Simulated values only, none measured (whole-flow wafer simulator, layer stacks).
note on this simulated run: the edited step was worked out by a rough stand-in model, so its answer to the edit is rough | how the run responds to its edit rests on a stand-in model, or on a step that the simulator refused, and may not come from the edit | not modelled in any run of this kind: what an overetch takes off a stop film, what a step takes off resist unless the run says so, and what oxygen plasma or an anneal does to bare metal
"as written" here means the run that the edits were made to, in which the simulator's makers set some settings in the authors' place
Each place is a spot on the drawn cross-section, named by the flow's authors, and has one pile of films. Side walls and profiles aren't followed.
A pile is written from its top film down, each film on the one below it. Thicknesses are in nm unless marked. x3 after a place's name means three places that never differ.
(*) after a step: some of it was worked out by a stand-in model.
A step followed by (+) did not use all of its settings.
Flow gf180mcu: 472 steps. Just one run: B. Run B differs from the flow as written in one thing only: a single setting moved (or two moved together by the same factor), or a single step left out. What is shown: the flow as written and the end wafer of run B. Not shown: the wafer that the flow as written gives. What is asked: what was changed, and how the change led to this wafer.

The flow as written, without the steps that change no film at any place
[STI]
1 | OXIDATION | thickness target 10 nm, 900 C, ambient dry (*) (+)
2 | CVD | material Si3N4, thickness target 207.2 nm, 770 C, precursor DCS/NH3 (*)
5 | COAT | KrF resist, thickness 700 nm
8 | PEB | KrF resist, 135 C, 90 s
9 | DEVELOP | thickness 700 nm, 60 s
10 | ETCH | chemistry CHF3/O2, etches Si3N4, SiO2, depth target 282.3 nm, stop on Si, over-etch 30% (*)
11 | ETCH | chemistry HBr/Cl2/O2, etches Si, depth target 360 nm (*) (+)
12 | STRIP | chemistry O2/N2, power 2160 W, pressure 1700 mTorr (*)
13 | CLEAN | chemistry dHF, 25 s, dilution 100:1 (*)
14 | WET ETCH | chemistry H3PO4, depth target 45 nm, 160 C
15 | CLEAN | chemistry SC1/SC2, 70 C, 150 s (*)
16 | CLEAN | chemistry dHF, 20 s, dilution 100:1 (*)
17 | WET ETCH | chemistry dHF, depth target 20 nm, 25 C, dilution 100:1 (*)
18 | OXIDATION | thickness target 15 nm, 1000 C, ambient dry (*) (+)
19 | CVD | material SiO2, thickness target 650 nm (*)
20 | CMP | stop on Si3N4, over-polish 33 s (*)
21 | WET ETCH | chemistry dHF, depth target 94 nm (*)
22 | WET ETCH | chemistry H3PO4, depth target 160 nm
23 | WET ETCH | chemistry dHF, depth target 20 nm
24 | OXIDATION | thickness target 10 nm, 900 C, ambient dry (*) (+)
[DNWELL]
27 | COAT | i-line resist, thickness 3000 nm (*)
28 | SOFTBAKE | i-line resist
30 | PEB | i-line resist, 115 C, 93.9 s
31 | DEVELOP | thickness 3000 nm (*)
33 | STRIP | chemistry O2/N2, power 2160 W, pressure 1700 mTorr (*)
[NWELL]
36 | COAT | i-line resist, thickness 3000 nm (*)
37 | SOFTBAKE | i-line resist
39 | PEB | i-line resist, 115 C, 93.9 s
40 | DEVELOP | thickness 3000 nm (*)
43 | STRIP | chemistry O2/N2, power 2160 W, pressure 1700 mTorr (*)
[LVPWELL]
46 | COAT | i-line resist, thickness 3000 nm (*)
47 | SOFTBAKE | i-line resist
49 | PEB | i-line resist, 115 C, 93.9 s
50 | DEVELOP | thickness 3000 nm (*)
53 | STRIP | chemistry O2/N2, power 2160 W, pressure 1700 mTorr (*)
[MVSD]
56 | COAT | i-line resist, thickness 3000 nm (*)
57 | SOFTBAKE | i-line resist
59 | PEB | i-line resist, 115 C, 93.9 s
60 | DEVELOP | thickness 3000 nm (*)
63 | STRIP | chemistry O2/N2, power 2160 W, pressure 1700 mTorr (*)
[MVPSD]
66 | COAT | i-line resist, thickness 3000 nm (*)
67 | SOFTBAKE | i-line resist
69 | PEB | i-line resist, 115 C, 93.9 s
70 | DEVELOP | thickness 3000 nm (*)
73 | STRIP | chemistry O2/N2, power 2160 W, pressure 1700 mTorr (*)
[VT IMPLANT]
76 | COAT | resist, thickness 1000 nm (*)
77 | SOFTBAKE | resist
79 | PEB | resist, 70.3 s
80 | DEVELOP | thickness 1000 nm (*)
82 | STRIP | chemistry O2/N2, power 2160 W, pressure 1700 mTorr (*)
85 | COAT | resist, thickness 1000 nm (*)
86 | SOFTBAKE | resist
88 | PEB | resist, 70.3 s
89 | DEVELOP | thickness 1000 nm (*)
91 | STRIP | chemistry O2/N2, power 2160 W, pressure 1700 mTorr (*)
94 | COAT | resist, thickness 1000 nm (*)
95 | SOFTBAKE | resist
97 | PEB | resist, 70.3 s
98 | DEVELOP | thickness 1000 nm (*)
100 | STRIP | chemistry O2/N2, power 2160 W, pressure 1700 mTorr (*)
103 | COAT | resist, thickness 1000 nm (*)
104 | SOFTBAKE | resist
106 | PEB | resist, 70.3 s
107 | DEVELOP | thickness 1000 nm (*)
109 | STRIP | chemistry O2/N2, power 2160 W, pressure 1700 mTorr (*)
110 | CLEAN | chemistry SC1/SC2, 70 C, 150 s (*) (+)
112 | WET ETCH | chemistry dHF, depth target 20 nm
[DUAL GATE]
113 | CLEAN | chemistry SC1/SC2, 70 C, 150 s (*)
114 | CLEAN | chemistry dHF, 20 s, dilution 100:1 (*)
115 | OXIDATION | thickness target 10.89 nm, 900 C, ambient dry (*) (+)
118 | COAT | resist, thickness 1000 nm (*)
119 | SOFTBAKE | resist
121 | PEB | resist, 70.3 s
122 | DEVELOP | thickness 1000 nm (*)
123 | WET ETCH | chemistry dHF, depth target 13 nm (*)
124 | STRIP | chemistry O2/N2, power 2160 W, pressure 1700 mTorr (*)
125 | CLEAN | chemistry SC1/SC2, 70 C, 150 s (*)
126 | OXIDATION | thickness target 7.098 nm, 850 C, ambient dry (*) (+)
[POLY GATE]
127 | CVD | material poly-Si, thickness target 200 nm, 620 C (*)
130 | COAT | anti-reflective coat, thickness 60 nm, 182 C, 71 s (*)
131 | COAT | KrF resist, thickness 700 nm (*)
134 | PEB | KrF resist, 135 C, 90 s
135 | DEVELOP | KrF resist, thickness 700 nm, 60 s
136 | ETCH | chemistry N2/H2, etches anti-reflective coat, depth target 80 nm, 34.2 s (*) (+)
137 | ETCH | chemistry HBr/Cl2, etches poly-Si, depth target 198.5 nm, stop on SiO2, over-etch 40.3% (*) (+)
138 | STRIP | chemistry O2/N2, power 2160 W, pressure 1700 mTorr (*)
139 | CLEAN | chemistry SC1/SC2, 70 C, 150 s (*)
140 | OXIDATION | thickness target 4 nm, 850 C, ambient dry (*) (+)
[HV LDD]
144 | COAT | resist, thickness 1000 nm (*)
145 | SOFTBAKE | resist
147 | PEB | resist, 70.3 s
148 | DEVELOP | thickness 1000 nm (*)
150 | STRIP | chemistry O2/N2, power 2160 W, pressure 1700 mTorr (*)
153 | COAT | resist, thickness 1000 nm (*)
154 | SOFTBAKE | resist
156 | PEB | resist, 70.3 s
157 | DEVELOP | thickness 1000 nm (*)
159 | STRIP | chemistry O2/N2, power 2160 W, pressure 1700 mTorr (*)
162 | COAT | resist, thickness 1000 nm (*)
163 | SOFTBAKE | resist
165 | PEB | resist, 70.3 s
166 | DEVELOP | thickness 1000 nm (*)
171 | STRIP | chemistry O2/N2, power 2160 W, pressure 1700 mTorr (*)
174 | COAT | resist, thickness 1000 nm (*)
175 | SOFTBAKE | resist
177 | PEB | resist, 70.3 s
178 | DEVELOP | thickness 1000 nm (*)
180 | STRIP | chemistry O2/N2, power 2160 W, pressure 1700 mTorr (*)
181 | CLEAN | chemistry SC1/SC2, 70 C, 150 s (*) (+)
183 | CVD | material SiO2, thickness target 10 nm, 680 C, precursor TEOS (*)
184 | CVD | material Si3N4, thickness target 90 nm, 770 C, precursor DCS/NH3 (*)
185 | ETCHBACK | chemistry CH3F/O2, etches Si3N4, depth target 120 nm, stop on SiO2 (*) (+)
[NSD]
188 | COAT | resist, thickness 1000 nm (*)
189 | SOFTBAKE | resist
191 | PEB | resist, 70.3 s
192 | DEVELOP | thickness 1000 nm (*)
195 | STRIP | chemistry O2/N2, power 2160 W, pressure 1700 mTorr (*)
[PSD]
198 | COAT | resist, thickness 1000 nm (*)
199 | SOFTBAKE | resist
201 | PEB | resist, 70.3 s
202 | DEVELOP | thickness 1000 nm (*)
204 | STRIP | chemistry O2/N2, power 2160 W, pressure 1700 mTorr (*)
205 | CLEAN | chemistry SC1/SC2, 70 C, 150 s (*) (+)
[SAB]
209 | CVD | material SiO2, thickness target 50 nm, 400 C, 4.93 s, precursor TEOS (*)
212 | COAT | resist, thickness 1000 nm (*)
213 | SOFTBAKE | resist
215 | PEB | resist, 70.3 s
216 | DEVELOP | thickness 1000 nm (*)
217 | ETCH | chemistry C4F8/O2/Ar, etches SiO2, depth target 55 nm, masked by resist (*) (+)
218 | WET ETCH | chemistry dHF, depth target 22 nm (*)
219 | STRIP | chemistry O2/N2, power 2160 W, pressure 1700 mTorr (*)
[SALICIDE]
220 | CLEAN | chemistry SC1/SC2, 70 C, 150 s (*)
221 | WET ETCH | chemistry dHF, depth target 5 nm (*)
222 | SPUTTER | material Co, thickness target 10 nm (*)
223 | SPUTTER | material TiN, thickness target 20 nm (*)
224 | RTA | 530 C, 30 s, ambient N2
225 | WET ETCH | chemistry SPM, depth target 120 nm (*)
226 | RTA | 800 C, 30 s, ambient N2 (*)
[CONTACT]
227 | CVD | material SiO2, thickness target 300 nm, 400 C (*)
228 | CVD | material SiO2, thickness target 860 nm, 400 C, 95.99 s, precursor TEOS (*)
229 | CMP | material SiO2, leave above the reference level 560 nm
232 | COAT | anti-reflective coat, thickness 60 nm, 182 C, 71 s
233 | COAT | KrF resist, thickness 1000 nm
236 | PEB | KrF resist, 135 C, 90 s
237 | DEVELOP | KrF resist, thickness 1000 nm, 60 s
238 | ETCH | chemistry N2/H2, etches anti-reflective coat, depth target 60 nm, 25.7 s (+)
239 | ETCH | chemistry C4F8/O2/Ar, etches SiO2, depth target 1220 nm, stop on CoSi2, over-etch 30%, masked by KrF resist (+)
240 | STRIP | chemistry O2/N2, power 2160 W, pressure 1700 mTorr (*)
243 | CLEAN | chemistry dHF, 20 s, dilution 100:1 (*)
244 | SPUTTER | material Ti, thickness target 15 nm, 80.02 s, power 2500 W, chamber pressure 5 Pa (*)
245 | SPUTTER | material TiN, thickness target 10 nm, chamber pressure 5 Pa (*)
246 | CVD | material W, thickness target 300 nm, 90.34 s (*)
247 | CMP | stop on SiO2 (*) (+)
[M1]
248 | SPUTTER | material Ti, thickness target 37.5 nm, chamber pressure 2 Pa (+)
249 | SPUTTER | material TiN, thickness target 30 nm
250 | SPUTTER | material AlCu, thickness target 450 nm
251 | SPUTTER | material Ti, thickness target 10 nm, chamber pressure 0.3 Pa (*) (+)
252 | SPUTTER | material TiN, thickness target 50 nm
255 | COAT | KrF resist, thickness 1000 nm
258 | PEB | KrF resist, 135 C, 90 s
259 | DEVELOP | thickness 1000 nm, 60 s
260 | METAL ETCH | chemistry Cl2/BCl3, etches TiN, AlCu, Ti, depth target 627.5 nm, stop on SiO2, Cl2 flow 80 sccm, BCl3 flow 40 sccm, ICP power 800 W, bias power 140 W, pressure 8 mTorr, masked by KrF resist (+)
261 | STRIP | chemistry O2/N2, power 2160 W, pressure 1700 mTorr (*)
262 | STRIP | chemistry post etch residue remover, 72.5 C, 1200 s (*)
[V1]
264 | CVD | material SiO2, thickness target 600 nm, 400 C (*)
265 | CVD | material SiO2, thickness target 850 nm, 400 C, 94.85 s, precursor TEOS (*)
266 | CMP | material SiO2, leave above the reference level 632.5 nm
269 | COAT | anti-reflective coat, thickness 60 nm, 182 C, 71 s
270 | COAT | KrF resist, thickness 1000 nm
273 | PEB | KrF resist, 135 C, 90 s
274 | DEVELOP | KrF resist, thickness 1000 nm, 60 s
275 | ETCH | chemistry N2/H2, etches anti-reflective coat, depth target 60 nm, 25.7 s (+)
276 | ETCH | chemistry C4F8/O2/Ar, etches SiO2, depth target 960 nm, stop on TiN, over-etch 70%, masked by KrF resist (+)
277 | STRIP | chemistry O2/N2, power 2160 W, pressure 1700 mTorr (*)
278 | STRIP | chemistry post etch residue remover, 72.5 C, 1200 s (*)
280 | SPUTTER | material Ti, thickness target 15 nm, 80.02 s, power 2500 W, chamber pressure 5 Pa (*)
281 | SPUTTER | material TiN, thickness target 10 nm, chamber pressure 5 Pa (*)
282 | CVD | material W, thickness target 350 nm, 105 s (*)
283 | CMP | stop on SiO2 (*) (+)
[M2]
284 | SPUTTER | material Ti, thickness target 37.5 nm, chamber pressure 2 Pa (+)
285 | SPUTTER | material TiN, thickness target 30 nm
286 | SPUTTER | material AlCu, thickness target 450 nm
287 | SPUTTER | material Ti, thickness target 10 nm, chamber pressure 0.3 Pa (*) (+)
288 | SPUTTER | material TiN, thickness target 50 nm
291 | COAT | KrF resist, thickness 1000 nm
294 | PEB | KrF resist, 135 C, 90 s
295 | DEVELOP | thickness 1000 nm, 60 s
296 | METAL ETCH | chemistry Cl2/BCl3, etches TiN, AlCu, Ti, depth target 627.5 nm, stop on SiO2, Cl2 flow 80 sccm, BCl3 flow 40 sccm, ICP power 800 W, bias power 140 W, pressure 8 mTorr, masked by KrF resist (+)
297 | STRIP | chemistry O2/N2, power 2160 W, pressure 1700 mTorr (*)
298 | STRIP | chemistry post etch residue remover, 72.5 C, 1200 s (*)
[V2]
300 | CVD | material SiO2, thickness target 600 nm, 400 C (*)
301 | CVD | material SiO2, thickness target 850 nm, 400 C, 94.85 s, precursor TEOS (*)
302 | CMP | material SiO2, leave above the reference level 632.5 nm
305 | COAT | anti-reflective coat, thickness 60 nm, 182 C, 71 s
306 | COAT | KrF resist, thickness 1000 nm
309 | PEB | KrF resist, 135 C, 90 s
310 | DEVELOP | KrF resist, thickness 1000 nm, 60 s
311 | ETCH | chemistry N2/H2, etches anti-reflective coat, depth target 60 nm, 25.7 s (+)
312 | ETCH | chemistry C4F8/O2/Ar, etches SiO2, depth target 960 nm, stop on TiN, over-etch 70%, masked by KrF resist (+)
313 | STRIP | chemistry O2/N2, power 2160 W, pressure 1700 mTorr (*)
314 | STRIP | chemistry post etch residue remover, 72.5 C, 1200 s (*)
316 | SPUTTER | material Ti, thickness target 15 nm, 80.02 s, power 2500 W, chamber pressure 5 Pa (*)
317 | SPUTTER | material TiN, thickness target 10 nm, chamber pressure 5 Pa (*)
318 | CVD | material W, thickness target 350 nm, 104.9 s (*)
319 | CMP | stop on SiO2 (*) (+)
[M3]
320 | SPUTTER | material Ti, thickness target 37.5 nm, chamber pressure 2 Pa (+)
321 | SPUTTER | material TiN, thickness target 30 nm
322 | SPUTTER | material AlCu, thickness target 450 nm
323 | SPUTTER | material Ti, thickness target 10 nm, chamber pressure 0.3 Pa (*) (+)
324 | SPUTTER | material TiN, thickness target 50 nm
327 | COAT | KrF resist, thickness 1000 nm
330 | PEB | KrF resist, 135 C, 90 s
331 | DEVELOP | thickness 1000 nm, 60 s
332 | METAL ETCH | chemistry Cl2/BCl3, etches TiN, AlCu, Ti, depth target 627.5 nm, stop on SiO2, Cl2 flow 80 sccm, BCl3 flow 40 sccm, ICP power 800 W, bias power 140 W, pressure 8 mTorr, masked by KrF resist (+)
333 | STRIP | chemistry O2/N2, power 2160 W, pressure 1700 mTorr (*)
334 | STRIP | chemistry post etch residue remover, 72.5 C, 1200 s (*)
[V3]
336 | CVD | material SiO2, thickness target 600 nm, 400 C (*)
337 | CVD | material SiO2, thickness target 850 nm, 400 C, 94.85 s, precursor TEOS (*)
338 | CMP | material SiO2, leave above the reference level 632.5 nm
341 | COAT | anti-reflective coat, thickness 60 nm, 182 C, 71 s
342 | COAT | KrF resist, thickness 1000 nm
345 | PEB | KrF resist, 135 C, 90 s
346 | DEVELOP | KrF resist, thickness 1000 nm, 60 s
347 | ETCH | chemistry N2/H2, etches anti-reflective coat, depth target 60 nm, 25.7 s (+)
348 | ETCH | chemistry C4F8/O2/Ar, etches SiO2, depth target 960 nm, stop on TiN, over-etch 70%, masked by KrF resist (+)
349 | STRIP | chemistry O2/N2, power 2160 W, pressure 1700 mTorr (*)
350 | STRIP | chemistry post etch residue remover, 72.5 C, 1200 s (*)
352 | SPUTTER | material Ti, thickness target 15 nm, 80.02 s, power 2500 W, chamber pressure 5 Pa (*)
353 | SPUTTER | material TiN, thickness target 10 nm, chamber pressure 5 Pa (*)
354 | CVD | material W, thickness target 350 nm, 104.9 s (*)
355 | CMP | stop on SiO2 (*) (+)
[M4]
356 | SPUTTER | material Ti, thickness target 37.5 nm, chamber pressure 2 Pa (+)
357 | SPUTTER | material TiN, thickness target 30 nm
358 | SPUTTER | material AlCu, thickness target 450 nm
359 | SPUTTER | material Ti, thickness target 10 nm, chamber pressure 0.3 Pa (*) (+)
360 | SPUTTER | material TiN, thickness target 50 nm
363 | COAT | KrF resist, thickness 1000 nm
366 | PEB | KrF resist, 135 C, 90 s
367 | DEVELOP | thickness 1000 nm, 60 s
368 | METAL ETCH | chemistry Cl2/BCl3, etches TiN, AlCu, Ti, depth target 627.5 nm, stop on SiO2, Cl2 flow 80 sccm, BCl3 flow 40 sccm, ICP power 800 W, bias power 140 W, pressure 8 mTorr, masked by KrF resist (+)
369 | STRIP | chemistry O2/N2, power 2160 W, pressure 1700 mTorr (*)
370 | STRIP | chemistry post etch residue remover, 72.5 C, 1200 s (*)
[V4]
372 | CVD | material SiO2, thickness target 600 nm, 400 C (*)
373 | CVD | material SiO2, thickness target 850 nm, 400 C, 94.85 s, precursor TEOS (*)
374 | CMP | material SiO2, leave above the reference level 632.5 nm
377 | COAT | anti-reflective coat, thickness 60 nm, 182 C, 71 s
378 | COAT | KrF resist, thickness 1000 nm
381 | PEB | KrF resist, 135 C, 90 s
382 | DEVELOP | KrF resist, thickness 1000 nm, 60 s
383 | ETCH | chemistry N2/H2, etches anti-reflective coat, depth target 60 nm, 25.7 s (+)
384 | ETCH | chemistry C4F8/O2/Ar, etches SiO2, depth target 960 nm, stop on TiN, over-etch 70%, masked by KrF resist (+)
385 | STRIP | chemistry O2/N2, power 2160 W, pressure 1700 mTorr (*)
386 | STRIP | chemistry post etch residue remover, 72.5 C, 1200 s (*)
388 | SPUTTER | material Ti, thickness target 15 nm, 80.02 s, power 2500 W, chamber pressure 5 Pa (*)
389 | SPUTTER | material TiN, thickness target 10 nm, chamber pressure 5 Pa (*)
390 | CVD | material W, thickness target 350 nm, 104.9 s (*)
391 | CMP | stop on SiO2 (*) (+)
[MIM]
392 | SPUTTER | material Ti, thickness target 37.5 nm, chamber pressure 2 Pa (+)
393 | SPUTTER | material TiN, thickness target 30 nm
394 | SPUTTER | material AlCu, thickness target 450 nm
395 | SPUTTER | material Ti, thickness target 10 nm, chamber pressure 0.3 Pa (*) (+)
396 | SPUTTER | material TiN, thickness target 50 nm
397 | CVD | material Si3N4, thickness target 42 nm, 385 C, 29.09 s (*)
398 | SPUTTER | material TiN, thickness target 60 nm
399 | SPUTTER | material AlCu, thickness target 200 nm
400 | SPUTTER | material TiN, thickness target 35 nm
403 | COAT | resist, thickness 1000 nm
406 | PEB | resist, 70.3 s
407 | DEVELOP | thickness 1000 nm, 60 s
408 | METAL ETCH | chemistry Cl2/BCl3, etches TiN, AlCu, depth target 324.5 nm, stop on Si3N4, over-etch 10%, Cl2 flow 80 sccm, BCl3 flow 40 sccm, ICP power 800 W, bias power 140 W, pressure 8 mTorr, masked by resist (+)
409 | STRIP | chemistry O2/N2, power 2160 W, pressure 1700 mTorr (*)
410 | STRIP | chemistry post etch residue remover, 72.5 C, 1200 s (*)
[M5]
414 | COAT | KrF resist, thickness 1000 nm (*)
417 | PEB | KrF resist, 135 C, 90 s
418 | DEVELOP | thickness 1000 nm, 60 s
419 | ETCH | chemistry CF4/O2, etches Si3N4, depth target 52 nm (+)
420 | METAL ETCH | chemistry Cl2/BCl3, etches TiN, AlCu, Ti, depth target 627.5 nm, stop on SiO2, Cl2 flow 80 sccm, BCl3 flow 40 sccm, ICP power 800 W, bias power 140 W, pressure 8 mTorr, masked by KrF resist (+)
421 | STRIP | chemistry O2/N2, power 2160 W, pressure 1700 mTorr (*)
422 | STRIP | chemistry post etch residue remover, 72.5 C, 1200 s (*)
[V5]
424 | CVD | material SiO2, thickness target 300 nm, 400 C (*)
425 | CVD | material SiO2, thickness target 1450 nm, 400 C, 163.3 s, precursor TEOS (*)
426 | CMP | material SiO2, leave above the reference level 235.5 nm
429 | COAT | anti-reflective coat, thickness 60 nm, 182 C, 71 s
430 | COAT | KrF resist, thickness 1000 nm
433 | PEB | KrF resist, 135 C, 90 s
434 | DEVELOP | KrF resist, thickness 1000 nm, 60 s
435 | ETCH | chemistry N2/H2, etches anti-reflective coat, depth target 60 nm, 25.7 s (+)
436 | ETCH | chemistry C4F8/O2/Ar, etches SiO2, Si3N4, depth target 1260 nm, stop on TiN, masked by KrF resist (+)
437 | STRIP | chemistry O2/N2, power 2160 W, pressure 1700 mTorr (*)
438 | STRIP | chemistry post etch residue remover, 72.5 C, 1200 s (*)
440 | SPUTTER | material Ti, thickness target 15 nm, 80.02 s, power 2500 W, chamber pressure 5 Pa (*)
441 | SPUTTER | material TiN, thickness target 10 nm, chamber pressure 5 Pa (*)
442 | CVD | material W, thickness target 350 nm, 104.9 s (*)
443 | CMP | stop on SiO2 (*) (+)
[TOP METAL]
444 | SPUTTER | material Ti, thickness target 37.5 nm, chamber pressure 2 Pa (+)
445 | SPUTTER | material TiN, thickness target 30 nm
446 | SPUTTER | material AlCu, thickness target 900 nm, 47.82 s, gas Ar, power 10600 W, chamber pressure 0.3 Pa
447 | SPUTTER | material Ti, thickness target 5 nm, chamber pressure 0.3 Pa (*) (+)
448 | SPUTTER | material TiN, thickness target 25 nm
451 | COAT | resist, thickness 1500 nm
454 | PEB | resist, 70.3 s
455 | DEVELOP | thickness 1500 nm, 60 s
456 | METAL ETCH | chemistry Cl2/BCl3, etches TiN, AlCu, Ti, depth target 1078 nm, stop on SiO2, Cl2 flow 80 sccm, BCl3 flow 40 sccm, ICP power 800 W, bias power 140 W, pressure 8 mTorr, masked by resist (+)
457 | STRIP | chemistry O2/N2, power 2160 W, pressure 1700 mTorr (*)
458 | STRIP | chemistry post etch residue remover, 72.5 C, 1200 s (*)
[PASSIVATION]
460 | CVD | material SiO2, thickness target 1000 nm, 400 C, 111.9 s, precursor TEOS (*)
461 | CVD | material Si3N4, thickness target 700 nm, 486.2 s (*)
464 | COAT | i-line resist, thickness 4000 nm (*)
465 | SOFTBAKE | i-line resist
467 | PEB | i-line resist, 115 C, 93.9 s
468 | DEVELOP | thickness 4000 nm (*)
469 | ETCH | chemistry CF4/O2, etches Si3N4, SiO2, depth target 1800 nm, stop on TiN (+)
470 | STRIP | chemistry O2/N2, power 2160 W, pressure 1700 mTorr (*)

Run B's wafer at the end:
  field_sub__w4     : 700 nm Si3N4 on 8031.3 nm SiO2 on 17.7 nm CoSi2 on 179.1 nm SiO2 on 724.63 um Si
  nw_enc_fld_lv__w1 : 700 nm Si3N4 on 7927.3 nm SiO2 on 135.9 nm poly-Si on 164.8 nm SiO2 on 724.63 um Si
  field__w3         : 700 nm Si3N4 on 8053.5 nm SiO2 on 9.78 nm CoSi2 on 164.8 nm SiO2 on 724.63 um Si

The reason: step 19, CVD: thickness target 306 nm was run, whereas the flow has thickness target 650 nm.

How this came from the change, step by step:
  19 | CVD | material SiO2, thickness target 650 nm (*)
      active, n_well, p_well and 40 more: SiO2 gains 306 (new film) (as written it would have been: SiO2 gains 650 (new film))
      field, field_sub, sti and 23 more: SiO2 gains 306 (as written it would have been: SiO2 gains 650)
      (also at 11 further places)
  20 | CMP | stop on Si3N4, over-polish 33 s (*)
      sti, mim_1p0, pad and 11 more: nothing (as written it would have been: SiO2 loses 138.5)
      nw_enc_fld, nw_enc_fld_lv: nothing (as written it would have been: SiO2 loses 142.5)
      (also at 64 further places)
  24 | OXIDATION | thickness target 10 nm, 900 C, ambient dry (*) (+)
      sti, m1, mim_1p0 and 14 more: SiO2 gains 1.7, Si loses 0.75 (as written it would have been: SiO2 gains 1.02, Si loses 0.45)
      field_sub, npoly_u, ppoly_u, ppoly_sal, m1_nw: SiO2 gains 1.7, Si loses 0.75 (as written it would have been: SiO2 gains 1.03, Si loses 0.45)
      (also at 5 further places)
  27 | COAT | i-line resist, thickness 3000 nm (*)
      p_well, spacer, sd_n: i-line resist gains 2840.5 (new film) (as written it would have been: i-line resist gains 3034 (new film))
      field: i-line resist gains 3086.3 (new film) (as written it would have been: i-line resist gains 2988.2 (new film))
      (also at 59 further places)
  28 | SOFTBAKE | i-line resist
      field: i-line resist loses 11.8 (as written it would have been: i-line resist gains 2.45)
      field_sub: i-line resist loses 7.62 (as written it would have been: i-line resist gains 1.87)
      (also at 73 further places)
  30 | PEB | i-line resist, 115 C, 93.9 s
      active_nat, gate_nat, ld_sd_n and 6 more: i-line resist loses 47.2 (as written it would have been: i-line resist loses 49)
      ldn_tap, ldn_src, ldn_ch, ldn_acc, ldp_tap, ldp_src, ldp_ch: i-line resist loses 46.7 (as written it would have been: i-line resist loses 49.2)
      (also at 46 further places)
  31 | DEVELOP | thickness 3000 nm (*)
      field_sub__w3, field_sub__w4: i-line resist loses 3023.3 (all of it) (as written it would have been: i-line resist loses 2938.3 (all of it))
      field_sub__w2: i-line resist loses 3017.8 (all of it) (as written it would have been: i-line resist loses 2938.2 (all of it))
      (also at 15 further places)
  33 | STRIP | chemistry O2/N2, power 2160 W, pressure 1700 mTorr (*)
      p_well, spacer, sd_n: i-line resist loses 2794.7 (all of it) (as written it would have been: i-line resist loses 2984.7 (all of it))
      field: i-line resist loses 3024.6 (all of it) (as written it would have been: i-line resist loses 2942.1 (all of it))
      (also at 40 further places)
  36 | COAT | i-line resist, thickness 3000 nm (*)
      p_well, spacer, sd_n: i-line resist gains 2840.5 (new film) (as written it would have been: i-line resist gains 3034 (new film))
      field: i-line resist gains 3086.3 (new film) (as written it would have been: i-line resist gains 2988.2 (new film))
      (also at 59 further places)
  37 | SOFTBAKE | i-line resist
      field: i-line resist loses 11.8 (as written it would have been: i-line resist gains 2.45)
      field_sub: i-line resist loses 7.62 (as written it would have been: i-line resist gains 1.87)
      (also at 73 further places)
  39 | PEB | i-line resist, 115 C, 93.9 s
      active_nat, gate_nat, ld_sd_n and 6 more: i-line resist loses 47.2 (as written it would have been: i-line resist loses 49)
      ldn_tap, ldn_src, ldn_ch, ldn_acc, ldp_tap, ldp_src, ldp_ch: i-line resist loses 46.7 (as written it would have been: i-line resist loses 49.2)
      (also at 46 further places)
  40 | DEVELOP | thickness 3000 nm (*)
      n_well: i-line resist loses 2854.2 (all of it) (as written it would have been: i-line resist loses 2973.2 (all of it))
      sd_p: i-line resist loses 2855.5 (all of it) (as written it would have been: i-line resist loses 2972.8 (all of it))
      (also at 14 further places)
  43 | STRIP | chemistry O2/N2, power 2160 W, pressure 1700 mTorr (*)
      p_well, spacer, sd_n: i-line resist loses 2794.7 (all of it) (as written it would have been: i-line resist loses 2984.7 (all of it))
      field: i-line resist loses 3024.6 (all of it) (as written it would have been: i-line resist loses 2942.1 (all of it))
      (also at 42 further places)
  46 | COAT | i-line resist, thickness 3000 nm (*)
      p_well, spacer, sd_n: i-line resist gains 2840.5 (new film) (as written it would have been: i-line resist gains 3034 (new film))
      field: i-line resist gains 3086.3 (new film) (as written it would have been: i-line resist gains 2988.2 (new film))
      (also at 59 further places)
  47 | SOFTBAKE | i-line resist
      field: i-line resist loses 11.8 (as written it would have been: i-line resist gains 2.45)
      field_sub: i-line resist loses 7.62 (as written it would have been: i-line resist gains 1.87)
      (also at 73 further places)
  49 | PEB | i-line resist, 115 C, 93.9 s
      active_nat, gate_nat, ld_sd_n and 6 more: i-line resist loses 47.2 (as written it would have been: i-line resist loses 49)
      ldn_tap, ldn_src, ldn_ch, ldn_acc, ldp_tap, ldp_src, ldp_ch: i-line resist loses 46.7 (as written it would have been: i-line resist loses 49.2)
      (also at 46 further places)
  ... 98 further steps ...
  246 | CVD | material W, thickness target 300 nm, 90.34 s (*)
      polyc_n, polyc_p: W gains 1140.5 (new film) (as written it would have been: W gains 936.1 (new film))
If metal films that touch count as one body, field_sub__w4 has 1 body; the flow as written gives 0 bodies.
If metal films that touch count as one body, field__w3 has 1 body; the flow as written gives 0 bodies.
